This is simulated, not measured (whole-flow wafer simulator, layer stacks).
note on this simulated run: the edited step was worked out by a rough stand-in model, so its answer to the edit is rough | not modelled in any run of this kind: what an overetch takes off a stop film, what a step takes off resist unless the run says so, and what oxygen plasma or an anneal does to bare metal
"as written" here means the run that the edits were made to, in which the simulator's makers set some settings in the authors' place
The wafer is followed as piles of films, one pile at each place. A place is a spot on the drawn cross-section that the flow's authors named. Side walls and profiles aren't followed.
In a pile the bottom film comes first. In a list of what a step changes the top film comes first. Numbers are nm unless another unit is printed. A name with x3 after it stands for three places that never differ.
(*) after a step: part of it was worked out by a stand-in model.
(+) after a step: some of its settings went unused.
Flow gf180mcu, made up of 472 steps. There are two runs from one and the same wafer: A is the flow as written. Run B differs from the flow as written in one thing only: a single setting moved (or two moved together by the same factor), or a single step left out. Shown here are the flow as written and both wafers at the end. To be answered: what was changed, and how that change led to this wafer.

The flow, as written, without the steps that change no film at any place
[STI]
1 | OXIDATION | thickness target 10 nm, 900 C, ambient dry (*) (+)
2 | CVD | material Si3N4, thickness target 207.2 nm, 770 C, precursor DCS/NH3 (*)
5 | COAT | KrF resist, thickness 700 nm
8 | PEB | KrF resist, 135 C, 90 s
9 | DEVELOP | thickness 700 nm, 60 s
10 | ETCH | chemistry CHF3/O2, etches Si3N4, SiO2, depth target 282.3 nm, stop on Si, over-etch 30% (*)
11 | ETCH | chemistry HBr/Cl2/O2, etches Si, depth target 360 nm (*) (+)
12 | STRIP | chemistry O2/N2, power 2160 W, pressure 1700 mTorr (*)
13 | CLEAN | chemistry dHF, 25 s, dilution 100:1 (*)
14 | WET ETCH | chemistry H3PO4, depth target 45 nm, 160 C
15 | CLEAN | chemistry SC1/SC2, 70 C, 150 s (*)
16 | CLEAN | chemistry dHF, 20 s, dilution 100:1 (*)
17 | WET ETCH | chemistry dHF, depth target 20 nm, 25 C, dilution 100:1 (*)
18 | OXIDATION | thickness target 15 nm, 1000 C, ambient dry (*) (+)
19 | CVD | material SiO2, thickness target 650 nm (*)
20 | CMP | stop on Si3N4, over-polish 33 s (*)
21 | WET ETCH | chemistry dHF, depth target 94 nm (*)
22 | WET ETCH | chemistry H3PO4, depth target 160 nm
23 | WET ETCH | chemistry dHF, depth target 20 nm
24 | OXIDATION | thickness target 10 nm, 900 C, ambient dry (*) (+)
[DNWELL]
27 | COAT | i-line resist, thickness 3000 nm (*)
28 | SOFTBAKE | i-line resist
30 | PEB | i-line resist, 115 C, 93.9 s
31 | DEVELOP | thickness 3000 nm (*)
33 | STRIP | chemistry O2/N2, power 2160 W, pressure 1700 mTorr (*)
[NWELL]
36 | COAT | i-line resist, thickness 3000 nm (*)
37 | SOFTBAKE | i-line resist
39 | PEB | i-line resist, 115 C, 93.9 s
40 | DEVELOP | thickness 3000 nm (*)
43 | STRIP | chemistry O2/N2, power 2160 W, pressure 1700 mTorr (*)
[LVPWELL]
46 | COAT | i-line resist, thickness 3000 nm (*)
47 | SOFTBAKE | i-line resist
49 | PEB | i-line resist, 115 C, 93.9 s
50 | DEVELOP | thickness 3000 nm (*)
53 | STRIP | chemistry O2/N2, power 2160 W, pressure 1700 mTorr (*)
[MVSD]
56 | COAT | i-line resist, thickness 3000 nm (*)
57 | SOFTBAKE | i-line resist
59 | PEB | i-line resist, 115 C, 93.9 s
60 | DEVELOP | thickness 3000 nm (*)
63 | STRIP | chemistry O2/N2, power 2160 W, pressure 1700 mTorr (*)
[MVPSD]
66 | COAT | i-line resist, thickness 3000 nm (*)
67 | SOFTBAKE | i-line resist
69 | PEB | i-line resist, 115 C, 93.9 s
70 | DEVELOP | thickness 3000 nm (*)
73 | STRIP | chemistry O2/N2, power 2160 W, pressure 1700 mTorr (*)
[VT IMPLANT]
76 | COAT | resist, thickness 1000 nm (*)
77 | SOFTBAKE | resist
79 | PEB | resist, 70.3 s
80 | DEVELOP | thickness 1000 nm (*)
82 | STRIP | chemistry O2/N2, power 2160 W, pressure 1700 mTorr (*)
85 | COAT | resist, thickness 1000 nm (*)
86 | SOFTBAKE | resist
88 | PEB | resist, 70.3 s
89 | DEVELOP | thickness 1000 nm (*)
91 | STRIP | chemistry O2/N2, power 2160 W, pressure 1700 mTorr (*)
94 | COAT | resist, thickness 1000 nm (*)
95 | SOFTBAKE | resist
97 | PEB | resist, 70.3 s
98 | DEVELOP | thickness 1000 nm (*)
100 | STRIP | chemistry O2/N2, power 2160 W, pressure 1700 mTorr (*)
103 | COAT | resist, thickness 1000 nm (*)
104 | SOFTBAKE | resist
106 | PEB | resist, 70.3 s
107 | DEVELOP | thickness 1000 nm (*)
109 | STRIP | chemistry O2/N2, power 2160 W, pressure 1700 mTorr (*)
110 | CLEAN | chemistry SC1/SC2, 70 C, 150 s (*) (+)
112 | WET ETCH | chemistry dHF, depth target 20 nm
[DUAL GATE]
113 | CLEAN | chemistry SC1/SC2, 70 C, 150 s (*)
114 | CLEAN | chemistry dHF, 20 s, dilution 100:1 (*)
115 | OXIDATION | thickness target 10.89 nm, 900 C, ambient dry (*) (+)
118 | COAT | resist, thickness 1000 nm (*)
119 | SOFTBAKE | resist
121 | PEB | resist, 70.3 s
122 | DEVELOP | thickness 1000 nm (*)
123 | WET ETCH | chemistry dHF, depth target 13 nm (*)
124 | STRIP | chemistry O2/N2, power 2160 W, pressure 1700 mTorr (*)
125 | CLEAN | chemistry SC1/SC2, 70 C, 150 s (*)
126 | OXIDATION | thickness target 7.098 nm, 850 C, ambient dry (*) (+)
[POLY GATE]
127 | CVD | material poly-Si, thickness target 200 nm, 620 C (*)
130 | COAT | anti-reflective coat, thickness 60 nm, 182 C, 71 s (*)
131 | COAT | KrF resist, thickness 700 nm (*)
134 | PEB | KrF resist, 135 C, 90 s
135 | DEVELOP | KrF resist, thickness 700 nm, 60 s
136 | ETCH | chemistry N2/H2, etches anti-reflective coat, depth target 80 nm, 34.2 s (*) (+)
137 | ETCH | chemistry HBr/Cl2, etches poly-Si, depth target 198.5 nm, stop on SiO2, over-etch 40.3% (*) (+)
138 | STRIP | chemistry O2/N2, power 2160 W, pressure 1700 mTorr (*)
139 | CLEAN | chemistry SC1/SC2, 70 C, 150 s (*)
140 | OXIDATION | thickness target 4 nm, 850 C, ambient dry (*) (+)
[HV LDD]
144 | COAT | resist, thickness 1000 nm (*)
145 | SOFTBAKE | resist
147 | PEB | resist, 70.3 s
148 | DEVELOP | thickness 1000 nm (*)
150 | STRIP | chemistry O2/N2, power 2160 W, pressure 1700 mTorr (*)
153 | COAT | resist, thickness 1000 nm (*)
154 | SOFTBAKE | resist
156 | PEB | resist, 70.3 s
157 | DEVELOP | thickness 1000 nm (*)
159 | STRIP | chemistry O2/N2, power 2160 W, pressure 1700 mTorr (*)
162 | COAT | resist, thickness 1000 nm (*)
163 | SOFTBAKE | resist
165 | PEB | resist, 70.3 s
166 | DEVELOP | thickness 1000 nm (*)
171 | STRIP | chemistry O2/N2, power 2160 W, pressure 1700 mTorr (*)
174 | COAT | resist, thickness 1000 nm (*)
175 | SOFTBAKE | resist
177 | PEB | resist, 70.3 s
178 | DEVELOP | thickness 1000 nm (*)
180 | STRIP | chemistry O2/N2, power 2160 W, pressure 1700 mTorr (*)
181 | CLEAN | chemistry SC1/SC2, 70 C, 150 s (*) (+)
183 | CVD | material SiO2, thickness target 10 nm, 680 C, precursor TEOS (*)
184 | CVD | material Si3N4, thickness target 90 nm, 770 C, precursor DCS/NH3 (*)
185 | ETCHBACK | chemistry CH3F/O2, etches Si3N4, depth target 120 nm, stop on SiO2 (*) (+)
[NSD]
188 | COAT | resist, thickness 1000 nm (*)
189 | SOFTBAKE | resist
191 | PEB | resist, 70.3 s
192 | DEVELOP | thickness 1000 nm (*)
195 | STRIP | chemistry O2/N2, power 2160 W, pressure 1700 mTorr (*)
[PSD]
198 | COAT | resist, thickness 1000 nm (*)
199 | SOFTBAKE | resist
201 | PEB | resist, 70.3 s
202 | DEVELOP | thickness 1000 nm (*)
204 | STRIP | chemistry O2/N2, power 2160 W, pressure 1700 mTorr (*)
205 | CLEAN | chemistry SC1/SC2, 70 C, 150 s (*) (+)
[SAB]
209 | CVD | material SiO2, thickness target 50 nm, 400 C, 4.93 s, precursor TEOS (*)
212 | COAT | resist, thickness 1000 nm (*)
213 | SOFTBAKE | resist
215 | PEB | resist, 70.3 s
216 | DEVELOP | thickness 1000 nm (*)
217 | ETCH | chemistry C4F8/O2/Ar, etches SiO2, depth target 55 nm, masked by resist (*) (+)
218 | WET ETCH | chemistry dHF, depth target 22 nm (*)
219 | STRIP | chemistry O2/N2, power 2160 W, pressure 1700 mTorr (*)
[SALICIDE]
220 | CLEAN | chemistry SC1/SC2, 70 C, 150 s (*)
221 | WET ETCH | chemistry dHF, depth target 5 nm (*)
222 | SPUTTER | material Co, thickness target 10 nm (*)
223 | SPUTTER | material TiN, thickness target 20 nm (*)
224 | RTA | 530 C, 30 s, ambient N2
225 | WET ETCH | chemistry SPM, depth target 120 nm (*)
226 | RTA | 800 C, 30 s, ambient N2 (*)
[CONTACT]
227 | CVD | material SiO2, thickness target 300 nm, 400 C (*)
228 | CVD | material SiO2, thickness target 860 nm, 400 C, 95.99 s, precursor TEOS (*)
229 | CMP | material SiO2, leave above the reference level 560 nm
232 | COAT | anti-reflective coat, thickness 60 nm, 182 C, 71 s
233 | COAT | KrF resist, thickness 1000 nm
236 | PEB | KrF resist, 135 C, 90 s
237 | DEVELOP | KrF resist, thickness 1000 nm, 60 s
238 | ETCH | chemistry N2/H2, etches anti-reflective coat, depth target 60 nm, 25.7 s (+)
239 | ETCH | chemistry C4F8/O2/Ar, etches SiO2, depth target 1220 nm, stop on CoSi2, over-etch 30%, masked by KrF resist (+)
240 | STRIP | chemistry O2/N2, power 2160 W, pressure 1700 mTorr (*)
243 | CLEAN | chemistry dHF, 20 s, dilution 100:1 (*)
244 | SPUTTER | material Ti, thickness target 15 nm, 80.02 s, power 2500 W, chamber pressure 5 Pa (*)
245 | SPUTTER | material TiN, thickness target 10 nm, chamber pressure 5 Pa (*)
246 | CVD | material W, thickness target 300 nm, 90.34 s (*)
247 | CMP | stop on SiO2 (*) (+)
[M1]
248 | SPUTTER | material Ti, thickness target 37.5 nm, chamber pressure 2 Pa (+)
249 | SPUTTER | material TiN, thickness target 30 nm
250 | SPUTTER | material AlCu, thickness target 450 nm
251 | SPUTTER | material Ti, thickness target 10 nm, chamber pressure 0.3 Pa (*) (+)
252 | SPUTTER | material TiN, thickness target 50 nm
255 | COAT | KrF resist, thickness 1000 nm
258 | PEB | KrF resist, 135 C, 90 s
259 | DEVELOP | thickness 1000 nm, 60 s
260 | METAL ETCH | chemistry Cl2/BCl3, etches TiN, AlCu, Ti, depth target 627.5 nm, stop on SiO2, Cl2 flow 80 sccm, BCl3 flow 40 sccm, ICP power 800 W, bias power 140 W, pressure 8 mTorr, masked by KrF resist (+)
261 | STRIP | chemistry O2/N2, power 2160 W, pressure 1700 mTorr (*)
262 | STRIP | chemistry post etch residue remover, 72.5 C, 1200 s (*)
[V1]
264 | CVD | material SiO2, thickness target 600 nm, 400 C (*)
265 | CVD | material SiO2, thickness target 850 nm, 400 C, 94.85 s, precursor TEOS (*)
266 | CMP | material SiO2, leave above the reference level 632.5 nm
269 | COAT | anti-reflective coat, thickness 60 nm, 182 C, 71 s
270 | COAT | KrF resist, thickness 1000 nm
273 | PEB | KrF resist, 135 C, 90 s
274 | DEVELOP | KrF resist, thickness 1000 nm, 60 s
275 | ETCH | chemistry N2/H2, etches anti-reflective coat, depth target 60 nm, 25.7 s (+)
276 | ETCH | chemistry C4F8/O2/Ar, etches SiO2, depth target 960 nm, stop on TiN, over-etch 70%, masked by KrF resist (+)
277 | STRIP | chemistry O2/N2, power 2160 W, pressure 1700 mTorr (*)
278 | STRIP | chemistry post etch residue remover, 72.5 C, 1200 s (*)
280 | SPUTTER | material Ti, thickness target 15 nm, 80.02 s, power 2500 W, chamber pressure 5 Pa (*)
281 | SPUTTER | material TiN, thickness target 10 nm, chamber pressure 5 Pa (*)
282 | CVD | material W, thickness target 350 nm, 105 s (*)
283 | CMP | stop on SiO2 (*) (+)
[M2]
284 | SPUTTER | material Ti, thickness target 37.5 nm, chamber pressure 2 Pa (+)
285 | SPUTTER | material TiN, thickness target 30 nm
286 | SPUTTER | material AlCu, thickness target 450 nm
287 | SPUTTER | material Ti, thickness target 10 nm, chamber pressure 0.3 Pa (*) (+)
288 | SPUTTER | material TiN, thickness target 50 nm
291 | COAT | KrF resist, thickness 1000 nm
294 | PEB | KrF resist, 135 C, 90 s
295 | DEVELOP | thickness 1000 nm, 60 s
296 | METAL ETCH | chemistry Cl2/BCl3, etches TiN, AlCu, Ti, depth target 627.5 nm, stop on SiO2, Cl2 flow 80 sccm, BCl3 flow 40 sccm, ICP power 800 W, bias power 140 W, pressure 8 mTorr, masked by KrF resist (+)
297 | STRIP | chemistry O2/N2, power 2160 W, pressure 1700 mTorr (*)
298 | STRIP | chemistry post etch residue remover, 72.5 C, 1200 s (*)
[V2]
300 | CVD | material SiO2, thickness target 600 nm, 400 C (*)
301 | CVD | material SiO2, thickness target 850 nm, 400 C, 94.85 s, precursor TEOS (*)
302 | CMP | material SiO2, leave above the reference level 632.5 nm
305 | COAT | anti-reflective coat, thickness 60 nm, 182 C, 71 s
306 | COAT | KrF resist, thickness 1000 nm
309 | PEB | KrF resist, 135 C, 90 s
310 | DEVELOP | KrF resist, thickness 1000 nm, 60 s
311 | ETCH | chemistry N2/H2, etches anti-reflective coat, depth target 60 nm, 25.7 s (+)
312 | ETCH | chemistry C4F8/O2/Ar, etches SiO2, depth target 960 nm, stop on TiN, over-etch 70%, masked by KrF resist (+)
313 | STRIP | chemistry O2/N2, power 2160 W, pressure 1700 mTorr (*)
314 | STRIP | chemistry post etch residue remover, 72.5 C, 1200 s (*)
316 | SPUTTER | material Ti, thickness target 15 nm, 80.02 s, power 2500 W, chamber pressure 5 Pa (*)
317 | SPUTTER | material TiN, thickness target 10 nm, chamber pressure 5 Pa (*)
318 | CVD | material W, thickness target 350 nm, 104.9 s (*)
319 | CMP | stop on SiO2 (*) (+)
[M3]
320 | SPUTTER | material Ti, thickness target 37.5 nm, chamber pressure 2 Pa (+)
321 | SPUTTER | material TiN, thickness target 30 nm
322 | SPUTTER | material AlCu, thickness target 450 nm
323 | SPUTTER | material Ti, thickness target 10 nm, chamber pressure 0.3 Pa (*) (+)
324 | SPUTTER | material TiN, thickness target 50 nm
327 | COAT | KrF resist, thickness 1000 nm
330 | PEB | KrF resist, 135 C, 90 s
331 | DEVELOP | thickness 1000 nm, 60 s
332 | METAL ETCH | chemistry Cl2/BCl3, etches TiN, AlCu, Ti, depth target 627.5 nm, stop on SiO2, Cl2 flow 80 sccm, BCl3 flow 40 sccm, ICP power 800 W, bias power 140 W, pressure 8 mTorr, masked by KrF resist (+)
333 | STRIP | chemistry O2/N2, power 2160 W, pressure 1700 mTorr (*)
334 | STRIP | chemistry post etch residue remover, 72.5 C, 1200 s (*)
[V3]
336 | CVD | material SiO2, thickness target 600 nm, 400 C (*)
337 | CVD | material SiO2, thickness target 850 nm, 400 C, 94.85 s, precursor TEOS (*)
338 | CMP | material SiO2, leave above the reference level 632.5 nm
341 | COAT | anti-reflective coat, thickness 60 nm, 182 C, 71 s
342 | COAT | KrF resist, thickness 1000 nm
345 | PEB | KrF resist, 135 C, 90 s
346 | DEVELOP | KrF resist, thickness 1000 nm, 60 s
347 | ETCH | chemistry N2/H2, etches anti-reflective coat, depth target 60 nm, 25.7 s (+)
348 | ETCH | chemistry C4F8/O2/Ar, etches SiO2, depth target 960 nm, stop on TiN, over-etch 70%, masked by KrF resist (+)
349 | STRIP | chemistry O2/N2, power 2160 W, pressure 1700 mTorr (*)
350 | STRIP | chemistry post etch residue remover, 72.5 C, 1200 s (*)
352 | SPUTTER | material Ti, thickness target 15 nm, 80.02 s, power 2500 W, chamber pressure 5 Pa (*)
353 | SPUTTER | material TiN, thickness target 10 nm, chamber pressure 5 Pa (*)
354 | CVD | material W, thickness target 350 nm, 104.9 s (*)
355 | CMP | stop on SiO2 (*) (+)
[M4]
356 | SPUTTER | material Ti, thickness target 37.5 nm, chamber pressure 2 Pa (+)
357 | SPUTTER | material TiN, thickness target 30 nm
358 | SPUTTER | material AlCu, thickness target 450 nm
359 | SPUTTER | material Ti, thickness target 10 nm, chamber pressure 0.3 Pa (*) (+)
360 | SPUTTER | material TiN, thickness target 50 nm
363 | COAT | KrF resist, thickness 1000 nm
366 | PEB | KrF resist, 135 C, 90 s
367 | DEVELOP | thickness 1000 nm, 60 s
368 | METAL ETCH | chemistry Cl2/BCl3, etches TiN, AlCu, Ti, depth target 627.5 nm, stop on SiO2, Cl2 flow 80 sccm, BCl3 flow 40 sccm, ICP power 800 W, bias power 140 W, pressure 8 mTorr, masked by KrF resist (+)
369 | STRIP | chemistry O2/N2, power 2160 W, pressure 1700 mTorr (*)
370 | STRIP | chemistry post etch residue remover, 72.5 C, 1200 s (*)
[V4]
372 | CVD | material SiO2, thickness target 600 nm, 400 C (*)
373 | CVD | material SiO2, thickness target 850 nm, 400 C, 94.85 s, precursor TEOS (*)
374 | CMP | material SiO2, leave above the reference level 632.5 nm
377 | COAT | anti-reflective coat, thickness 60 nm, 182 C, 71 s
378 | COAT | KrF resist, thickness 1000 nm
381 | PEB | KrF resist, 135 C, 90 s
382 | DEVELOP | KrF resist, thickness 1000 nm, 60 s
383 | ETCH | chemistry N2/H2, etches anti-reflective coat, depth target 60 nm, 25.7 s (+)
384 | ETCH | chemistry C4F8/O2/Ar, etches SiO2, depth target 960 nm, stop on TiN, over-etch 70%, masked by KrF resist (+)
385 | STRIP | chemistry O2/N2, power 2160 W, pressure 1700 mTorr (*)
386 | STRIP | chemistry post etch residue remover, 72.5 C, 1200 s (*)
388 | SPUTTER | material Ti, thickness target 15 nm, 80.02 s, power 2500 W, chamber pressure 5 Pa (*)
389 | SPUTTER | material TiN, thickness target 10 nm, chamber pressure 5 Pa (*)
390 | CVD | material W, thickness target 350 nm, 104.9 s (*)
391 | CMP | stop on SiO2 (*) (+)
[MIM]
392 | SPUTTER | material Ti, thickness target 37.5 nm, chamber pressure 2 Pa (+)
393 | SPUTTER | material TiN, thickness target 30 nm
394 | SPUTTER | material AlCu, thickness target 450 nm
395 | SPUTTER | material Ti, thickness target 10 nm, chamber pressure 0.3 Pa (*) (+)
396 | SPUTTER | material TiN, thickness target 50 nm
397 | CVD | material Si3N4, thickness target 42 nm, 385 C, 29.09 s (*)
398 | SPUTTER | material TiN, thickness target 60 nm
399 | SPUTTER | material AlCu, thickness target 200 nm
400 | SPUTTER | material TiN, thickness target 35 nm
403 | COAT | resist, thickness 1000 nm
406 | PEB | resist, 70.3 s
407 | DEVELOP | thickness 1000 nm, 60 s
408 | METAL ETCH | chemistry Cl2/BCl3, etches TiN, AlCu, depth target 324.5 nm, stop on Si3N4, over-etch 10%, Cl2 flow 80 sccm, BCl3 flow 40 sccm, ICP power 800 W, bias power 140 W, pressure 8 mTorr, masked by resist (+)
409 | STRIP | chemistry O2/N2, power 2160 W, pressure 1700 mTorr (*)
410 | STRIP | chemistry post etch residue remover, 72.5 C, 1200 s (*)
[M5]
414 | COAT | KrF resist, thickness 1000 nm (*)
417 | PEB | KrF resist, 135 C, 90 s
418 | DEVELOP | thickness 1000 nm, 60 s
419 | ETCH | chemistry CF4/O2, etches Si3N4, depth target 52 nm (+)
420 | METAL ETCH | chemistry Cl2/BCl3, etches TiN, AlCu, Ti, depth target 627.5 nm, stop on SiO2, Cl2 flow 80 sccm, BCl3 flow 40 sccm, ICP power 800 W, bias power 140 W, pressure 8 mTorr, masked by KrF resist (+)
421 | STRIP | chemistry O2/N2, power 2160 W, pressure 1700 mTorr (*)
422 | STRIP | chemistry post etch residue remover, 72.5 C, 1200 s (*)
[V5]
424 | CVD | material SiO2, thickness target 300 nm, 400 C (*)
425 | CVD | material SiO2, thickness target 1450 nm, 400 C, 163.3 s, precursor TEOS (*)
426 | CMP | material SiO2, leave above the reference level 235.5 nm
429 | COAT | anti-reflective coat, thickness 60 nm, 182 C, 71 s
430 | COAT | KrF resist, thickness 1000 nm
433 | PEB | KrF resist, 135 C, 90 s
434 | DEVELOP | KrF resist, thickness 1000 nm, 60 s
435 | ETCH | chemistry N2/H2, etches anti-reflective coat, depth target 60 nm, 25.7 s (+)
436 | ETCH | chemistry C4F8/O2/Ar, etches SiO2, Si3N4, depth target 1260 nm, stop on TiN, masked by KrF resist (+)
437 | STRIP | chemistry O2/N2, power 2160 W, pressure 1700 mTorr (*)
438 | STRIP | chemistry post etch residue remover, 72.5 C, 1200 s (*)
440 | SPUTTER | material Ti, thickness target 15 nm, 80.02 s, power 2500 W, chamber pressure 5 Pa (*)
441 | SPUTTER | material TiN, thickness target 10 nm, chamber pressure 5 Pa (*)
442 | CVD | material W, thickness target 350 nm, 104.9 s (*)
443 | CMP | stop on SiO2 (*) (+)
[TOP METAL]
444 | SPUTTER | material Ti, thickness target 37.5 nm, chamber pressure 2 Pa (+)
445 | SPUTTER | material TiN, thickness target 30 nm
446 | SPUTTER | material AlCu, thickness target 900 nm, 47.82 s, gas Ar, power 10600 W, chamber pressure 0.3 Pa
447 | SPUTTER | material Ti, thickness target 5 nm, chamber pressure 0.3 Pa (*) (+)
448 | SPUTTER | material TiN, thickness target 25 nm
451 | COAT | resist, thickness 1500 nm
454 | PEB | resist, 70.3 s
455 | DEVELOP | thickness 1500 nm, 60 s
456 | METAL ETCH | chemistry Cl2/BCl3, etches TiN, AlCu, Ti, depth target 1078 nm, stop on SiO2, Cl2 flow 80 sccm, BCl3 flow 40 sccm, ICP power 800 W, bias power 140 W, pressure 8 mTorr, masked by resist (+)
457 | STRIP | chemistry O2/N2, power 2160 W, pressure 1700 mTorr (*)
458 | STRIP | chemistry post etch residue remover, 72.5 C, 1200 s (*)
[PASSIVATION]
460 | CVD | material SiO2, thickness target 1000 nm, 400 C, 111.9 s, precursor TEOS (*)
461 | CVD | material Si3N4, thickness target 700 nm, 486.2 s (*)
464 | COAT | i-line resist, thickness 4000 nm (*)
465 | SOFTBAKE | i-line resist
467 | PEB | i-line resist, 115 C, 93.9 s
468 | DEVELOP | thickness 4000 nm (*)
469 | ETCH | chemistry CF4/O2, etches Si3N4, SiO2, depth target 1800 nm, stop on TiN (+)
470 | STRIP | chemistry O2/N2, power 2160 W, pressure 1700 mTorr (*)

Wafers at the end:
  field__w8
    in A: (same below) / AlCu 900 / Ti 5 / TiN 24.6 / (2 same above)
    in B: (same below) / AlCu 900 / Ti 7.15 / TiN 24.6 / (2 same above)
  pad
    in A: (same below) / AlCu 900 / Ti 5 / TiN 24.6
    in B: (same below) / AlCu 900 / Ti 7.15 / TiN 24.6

The reason: step 447, SPUTTER: thickness target 7.15 nm was run, while the flow as written has thickness target 5 nm.
One can read it off the wafer: field__w8 has Ti 7.15, and step 447 as written asks for 5 nm.

The path from the change to this, step by step:
  447 | SPUTTER | material Ti, thickness target 5 nm, chamber pressure 0.3 Pa (*) (+)
      field, field__w1, field__w2 and 109 more: A +5 Ti (new film) | B +7.15 Ti (new film)
  456 | METAL ETCH | chemistry Cl2/BCl3, etches TiN, AlCu, Ti, depth target 1078 nm, stop on SiO2, Cl2 flow 80 sccm, BCl3 flow 40 sccm, ICP power 800 W, bias power 140 W, pressure 8 mTorr, masked by resist (+)
      field, field__w1, field__w2 and 103 more: A -25 TiN (all of it), -5 Ti (all of it), -900 AlCu (all of it), -30 TiN (all of it), -37.5 Ti (all of it) | B -25 TiN (all of it), -7.15 Ti (all of it), -900 AlCu (all of it), -30 TiN (all of it), -37.5 Ti (all of it)
